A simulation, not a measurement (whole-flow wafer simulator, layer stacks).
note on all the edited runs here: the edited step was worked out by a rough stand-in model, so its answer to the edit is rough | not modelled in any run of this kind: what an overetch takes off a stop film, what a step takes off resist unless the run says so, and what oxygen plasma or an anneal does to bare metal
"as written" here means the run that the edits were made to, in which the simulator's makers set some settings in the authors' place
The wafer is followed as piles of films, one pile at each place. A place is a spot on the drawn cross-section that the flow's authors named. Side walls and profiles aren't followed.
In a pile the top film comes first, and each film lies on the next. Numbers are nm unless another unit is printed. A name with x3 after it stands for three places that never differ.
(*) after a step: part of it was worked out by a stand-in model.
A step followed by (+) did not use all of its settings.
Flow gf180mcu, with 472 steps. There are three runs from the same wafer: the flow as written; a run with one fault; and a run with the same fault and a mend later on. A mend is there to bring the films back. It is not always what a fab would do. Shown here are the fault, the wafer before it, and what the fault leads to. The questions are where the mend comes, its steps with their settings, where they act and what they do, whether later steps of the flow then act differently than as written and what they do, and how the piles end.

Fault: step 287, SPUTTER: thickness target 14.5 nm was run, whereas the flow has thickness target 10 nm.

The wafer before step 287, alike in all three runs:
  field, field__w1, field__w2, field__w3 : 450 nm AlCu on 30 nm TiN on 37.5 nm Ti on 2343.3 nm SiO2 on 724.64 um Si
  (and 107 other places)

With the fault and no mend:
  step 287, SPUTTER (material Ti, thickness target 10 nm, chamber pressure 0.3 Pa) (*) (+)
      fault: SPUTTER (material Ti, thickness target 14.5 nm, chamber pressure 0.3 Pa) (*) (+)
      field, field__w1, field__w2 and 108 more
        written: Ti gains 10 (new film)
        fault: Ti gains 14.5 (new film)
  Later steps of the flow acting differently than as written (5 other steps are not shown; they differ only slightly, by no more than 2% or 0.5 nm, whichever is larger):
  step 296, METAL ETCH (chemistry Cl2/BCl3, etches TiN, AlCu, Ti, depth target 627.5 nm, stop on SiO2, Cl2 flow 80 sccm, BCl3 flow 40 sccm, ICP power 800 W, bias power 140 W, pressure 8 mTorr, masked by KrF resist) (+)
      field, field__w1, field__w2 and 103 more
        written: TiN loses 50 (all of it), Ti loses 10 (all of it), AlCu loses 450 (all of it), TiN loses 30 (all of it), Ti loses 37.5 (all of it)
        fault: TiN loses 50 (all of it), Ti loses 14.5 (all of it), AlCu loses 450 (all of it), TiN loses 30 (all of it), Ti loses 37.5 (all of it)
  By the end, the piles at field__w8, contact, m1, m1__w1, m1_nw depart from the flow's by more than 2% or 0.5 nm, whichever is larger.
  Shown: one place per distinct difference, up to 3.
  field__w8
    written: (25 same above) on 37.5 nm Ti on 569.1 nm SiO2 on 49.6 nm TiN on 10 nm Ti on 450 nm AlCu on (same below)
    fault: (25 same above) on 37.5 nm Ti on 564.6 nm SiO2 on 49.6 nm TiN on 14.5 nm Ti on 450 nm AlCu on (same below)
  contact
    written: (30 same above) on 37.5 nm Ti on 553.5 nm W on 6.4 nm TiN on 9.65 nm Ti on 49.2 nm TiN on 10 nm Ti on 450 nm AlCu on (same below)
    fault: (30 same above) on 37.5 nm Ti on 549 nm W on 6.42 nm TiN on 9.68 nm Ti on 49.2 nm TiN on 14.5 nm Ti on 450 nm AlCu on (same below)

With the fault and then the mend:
  The mend stands after step 287.
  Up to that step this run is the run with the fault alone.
  step 287a, METAL ETCH (chemistry Cl2/BCl3, etches TiN, AlCu, Ti, depth target 4.5 nm, Cl2 flow 80 sccm, BCl3 flow 40 sccm, ICP power 800 W, bias power 140 W, pressure 8 mTorr) (the flow's step 260 again, with other settings)
      field, field__w1, field__w2 and 108 more
        Ti loses 4.5
  Every later step of the flow that is run acts as written at every place that is followed.
  At every place that both follow, the piles at the end match the flow's.
